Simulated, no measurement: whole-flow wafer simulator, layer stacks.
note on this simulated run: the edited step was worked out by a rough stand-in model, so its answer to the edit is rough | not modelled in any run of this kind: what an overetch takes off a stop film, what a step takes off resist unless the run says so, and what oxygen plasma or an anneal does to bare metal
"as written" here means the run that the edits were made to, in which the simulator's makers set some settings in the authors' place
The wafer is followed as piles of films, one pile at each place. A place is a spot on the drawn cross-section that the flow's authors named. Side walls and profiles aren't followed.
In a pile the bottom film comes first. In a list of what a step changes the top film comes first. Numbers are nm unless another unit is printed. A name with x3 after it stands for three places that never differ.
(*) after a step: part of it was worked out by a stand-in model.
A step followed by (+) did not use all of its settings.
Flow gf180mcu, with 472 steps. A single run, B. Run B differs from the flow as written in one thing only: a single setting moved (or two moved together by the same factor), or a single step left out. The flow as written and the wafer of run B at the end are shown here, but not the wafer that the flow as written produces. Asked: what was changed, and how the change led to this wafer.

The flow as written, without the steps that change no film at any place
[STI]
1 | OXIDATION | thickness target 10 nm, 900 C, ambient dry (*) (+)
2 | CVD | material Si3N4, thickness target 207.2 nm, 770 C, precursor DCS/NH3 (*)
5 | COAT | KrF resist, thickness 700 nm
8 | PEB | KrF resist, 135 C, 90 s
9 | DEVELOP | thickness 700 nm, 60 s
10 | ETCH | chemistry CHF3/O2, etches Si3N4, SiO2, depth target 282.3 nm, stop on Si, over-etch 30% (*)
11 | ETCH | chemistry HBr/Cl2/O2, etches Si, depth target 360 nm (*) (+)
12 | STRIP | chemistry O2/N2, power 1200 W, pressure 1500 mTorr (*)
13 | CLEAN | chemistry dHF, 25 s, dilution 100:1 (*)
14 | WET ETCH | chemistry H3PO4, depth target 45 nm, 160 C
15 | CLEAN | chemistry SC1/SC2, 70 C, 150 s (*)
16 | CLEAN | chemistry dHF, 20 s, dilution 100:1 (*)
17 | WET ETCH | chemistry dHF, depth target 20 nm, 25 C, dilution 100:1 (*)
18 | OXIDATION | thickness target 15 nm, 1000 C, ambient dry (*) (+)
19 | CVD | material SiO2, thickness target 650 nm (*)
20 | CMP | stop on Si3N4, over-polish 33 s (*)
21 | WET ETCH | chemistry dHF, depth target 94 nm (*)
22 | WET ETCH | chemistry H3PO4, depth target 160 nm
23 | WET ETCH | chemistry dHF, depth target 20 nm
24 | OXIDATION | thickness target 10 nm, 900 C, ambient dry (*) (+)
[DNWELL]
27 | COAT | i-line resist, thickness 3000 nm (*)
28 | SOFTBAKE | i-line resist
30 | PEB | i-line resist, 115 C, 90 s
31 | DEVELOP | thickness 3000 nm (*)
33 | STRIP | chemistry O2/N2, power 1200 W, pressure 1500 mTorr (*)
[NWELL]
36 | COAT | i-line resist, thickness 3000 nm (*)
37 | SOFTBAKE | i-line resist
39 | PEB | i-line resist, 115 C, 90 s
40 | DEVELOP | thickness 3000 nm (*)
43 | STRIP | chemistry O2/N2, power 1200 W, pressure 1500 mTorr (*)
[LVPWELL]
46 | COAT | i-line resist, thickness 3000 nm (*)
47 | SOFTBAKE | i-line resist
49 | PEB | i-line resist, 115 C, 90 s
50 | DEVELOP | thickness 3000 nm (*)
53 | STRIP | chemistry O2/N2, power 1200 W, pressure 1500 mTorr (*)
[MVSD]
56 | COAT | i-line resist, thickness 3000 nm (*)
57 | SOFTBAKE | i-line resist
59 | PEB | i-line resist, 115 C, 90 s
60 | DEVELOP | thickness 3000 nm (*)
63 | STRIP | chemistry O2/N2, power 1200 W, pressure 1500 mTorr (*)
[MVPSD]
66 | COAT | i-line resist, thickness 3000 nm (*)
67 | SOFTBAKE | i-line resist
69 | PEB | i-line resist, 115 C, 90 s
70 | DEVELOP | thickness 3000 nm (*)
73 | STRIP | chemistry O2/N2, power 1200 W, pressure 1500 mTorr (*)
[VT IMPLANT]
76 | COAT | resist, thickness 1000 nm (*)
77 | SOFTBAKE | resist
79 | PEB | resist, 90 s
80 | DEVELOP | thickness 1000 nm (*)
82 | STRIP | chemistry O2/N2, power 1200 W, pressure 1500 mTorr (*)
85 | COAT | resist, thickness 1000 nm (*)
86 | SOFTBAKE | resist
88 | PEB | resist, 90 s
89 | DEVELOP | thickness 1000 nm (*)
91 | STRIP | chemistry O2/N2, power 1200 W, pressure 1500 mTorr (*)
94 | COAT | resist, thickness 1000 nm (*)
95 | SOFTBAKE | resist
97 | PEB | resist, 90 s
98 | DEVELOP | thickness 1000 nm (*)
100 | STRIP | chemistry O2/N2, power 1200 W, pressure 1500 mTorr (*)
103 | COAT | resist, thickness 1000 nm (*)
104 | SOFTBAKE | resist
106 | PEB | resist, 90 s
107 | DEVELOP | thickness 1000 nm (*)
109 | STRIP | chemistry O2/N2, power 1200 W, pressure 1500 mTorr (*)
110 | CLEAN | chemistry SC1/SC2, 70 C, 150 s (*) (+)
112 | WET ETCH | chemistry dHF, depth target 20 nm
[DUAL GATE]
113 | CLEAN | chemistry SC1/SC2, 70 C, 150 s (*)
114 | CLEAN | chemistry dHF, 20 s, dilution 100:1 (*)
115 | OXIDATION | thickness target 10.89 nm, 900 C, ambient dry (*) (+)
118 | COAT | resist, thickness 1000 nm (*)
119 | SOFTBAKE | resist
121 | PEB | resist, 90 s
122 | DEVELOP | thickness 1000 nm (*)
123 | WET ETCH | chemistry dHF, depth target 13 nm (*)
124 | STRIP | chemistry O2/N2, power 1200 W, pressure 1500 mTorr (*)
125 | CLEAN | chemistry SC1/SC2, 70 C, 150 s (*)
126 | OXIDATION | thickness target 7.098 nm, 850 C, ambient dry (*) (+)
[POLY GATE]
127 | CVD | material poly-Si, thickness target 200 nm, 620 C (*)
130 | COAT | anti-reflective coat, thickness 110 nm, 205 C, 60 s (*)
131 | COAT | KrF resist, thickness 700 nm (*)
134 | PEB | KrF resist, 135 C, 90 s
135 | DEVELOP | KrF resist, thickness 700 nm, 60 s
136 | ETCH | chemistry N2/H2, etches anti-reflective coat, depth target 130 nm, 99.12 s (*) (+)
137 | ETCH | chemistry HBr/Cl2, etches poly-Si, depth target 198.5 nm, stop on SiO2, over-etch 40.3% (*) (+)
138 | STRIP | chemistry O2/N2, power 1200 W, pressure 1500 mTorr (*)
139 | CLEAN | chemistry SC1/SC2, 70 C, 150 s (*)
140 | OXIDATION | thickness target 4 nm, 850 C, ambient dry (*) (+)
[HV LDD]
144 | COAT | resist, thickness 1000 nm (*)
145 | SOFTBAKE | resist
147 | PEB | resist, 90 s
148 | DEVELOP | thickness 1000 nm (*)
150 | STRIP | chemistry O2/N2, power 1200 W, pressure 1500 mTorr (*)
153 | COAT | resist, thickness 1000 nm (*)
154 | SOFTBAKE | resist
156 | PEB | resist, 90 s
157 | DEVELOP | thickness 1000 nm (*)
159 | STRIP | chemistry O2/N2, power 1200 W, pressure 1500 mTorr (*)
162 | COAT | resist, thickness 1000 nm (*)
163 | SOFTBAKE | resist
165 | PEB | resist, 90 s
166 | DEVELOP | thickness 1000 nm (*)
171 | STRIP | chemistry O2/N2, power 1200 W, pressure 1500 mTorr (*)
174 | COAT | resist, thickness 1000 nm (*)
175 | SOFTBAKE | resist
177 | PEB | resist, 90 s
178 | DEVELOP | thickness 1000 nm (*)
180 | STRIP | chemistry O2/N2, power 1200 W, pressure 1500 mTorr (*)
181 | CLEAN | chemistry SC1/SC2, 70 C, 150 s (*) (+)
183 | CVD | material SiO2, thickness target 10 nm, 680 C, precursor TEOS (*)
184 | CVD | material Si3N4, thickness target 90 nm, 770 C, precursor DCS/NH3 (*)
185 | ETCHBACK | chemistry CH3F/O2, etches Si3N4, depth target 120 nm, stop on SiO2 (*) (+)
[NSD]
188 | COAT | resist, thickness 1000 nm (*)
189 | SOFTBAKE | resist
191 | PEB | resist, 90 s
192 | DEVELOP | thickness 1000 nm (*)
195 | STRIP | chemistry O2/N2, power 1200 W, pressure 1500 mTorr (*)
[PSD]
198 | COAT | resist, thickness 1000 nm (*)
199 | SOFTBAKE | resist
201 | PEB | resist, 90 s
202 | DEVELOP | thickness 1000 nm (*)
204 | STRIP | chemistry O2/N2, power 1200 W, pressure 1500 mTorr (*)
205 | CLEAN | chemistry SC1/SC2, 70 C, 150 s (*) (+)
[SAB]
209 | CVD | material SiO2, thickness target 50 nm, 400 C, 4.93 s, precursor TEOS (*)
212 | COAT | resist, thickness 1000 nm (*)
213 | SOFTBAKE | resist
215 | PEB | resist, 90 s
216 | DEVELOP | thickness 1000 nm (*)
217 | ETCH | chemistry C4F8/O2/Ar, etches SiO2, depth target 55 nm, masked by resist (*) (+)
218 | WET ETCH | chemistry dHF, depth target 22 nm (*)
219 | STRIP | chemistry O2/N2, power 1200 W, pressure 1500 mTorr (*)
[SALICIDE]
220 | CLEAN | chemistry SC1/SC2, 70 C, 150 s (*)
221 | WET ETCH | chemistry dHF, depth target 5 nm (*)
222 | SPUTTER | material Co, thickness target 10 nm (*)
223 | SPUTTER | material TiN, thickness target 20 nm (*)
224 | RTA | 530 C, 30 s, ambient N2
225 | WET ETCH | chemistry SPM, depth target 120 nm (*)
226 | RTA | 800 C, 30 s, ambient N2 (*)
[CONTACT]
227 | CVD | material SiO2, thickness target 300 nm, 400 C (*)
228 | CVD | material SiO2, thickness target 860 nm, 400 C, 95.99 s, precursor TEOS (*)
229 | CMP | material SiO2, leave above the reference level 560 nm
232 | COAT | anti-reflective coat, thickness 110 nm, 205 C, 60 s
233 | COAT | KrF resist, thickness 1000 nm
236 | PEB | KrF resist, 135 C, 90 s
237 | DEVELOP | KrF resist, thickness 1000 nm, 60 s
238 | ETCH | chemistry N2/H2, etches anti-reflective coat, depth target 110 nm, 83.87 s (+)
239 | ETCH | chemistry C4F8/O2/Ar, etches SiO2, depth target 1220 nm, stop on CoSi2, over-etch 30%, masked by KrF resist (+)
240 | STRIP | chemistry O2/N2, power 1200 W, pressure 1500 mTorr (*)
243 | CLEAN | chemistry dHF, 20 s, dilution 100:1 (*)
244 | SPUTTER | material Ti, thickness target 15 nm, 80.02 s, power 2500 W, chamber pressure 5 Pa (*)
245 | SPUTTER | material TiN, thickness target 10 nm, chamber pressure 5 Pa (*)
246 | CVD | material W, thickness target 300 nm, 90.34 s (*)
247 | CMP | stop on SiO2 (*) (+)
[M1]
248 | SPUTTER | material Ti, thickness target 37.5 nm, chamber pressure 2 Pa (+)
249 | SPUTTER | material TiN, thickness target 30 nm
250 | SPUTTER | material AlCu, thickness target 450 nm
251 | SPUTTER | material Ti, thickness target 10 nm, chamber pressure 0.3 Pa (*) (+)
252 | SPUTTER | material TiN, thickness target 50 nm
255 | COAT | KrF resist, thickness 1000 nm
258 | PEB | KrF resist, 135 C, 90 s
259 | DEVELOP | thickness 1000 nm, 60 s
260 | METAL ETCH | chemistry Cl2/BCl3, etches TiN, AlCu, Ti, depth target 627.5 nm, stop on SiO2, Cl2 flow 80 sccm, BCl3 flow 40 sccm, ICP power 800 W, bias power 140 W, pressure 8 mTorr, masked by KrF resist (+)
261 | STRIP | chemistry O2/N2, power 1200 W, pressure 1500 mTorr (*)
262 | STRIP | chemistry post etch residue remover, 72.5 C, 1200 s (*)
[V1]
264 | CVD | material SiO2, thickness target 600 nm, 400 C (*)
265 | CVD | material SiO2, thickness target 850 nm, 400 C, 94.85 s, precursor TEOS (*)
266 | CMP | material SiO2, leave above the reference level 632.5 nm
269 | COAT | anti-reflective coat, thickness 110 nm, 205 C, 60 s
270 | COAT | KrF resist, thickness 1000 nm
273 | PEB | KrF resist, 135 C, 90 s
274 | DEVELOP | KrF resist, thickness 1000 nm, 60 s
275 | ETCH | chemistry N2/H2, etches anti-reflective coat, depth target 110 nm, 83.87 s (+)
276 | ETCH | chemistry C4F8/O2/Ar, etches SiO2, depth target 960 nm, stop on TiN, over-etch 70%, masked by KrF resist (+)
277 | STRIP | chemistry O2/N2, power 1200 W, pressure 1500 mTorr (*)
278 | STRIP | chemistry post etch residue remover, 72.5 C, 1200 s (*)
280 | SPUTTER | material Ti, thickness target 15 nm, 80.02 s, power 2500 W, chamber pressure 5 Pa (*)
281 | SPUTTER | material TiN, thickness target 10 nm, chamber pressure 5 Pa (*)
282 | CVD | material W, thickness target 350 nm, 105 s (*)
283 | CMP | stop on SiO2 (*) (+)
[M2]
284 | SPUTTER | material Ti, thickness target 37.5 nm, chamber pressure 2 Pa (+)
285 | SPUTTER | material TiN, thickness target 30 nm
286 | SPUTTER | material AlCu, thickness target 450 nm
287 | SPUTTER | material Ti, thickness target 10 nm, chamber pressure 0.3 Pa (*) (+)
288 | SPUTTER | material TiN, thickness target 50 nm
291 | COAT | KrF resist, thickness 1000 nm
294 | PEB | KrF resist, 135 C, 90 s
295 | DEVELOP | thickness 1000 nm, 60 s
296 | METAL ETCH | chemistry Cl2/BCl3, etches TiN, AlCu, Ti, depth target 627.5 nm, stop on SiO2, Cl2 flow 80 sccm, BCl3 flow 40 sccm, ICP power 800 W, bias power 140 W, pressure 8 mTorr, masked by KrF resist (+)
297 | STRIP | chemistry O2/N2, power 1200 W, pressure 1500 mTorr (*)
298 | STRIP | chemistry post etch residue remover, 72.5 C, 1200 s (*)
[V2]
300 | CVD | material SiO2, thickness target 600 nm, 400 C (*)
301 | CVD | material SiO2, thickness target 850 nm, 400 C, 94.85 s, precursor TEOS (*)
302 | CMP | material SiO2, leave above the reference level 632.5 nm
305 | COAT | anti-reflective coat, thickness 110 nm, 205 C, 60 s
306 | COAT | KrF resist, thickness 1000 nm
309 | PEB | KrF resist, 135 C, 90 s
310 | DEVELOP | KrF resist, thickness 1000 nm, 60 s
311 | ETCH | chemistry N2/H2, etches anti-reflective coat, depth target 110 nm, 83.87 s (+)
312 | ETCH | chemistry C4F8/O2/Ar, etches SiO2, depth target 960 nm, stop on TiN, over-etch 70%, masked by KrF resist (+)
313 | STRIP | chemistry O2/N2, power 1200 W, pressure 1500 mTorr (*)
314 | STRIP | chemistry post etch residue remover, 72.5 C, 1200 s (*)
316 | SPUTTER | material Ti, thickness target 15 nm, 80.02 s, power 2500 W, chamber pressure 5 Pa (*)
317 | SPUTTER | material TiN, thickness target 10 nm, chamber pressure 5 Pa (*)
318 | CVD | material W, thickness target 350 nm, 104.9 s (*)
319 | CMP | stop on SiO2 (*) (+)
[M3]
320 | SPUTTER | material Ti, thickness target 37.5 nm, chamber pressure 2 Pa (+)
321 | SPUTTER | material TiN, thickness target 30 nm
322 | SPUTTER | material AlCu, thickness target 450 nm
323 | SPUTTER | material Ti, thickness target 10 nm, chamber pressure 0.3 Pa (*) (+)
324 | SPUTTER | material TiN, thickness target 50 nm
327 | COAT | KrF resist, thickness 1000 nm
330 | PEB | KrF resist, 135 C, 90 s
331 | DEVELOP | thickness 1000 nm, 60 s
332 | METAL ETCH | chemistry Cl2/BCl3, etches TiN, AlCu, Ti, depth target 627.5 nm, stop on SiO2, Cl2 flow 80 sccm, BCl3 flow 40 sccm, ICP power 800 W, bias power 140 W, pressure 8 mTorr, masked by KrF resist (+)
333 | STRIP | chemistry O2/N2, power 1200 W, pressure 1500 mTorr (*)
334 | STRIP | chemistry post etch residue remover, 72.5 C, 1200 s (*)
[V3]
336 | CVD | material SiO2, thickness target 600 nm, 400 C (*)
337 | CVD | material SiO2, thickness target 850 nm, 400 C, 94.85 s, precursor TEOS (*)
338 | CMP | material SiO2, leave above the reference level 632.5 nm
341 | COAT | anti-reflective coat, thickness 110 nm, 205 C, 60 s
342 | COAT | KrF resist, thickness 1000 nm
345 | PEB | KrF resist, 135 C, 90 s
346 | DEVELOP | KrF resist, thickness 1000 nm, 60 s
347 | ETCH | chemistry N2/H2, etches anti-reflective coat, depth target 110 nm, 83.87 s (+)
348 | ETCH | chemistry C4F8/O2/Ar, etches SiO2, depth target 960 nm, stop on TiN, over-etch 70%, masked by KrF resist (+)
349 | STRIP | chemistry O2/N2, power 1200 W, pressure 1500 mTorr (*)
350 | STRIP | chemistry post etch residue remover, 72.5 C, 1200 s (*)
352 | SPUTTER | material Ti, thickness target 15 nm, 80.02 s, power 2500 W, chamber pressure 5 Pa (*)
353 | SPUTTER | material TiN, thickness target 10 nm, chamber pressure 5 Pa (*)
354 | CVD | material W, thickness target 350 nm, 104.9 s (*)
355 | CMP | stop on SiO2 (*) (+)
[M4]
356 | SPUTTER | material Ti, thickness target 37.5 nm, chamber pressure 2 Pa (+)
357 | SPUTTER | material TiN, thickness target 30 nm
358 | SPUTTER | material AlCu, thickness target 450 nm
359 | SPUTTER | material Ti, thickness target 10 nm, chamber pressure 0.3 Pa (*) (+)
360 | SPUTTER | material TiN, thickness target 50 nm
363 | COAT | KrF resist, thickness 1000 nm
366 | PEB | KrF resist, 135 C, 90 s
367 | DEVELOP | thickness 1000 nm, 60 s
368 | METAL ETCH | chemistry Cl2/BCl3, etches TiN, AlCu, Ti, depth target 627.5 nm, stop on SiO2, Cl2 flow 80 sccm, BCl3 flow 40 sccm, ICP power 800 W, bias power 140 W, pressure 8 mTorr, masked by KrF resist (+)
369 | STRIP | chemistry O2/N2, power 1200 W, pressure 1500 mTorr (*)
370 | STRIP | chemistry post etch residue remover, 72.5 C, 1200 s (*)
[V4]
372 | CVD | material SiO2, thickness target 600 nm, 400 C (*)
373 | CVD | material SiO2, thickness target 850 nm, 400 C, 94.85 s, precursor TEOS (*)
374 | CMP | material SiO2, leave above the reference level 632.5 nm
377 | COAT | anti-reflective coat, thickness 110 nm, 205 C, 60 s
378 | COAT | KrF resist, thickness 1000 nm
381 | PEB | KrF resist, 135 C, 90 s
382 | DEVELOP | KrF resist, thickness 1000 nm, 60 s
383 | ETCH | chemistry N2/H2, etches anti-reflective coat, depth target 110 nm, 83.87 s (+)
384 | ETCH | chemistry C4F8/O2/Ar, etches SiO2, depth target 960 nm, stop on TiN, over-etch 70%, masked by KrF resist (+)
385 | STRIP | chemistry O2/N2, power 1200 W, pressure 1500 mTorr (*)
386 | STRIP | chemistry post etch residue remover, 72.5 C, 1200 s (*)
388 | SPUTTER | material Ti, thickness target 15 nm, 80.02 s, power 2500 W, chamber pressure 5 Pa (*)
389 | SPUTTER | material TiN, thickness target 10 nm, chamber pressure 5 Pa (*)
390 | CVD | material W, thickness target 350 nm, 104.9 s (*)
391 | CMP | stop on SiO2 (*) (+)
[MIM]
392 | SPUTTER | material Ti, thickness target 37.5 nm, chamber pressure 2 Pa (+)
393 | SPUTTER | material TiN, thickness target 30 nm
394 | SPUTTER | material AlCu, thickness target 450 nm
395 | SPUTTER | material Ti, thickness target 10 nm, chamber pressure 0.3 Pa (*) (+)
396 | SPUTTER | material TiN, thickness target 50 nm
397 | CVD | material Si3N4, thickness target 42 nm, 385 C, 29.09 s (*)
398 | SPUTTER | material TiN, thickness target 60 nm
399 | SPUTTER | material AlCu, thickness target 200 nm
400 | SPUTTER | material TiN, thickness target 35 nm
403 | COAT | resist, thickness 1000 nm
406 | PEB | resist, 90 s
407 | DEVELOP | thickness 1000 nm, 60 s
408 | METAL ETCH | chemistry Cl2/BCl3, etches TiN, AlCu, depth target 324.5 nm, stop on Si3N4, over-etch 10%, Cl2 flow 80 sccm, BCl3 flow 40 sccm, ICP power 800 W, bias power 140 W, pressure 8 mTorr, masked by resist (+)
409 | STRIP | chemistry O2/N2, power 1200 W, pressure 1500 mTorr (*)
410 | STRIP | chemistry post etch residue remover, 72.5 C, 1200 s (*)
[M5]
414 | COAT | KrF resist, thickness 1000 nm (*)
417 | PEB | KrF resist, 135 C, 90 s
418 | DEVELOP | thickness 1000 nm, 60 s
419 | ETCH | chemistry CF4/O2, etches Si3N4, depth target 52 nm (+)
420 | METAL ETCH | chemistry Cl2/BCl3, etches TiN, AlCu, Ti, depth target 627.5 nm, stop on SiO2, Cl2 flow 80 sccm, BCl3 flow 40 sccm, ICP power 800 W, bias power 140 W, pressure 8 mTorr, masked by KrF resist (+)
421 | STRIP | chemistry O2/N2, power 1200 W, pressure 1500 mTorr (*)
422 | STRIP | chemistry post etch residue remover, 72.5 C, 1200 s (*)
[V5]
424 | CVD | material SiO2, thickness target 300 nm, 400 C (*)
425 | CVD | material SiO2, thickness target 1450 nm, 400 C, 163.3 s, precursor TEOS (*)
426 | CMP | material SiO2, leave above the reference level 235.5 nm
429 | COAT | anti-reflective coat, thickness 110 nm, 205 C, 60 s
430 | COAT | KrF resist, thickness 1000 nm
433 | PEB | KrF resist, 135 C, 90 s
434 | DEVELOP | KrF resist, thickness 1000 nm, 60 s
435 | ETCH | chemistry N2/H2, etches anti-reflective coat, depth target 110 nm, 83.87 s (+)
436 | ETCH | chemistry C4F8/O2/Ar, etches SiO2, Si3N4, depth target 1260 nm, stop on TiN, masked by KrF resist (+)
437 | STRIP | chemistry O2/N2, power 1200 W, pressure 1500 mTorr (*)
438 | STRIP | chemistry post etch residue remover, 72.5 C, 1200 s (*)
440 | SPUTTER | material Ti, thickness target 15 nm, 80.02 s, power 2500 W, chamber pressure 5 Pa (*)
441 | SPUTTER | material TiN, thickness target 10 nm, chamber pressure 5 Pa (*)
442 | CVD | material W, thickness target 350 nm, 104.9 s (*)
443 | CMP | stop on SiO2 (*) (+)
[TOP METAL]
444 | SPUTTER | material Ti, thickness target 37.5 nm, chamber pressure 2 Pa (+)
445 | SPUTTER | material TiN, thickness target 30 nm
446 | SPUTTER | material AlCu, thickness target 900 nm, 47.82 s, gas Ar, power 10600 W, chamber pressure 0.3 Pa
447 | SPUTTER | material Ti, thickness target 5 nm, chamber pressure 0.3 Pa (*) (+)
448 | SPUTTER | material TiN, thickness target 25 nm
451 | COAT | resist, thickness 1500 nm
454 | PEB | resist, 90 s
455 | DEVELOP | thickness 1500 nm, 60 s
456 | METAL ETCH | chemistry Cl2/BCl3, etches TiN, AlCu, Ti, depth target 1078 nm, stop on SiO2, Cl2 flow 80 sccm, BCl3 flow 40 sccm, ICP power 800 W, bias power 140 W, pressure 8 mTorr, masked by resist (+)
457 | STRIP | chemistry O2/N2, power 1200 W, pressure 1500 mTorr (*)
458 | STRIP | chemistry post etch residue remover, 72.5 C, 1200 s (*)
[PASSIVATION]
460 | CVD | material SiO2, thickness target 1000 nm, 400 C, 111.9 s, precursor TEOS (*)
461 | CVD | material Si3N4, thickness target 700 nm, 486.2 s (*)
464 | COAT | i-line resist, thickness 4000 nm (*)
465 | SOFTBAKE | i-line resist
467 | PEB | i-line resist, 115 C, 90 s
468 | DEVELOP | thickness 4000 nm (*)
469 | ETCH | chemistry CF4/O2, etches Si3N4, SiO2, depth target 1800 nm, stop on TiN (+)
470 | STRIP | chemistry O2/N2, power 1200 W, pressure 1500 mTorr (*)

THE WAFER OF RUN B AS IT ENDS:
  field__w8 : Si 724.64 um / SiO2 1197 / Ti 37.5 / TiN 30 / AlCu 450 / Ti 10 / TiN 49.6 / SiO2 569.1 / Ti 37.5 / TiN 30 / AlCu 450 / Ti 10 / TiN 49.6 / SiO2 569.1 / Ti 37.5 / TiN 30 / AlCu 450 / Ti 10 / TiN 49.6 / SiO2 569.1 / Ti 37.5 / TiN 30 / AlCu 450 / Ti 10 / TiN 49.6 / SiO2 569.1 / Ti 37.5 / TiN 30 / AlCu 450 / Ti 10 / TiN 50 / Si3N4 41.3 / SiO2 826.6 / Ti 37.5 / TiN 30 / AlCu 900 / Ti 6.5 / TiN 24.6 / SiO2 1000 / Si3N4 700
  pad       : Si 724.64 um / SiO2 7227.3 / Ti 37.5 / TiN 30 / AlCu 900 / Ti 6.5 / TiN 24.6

Cause: step 447, SPUTTER: thickness target 6.5 nm was run, though the flow has thickness target 5 nm.
The wafer itself shows it: field__w8 has Ti 6.5, and step 447 as written asks for 5 nm.

Step by step, how the change led to this:
  447 | SPUTTER | material Ti, thickness target 5 nm, chamber pressure 0.3 Pa (*) (+)
      field, field__w1, field__w2 and 109 more: +6.5 Ti (new film) (it would be, as written: +5 Ti (new film))
  456 | METAL ETCH | chemistry Cl2/BCl3, etches TiN, AlCu, Ti, depth target 1078 nm, stop on SiO2, Cl2 flow 80 sccm, BCl3 flow 40 sccm, ICP power 800 W, bias power 140 W, pressure 8 mTorr, masked by resist (+)
      field, field__w1, field__w2 and 103 more: -25 TiN (all of it), -6.5 Ti (all of it), -900 AlCu (all of it), -30 TiN (all of it), -37.5 Ti (all of it) (it would be, as written: -25 TiN (all of it), -5 Ti (all of it), -900 AlCu (all of it), -30 TiN (all of it), -37.5 Ti (all of it))
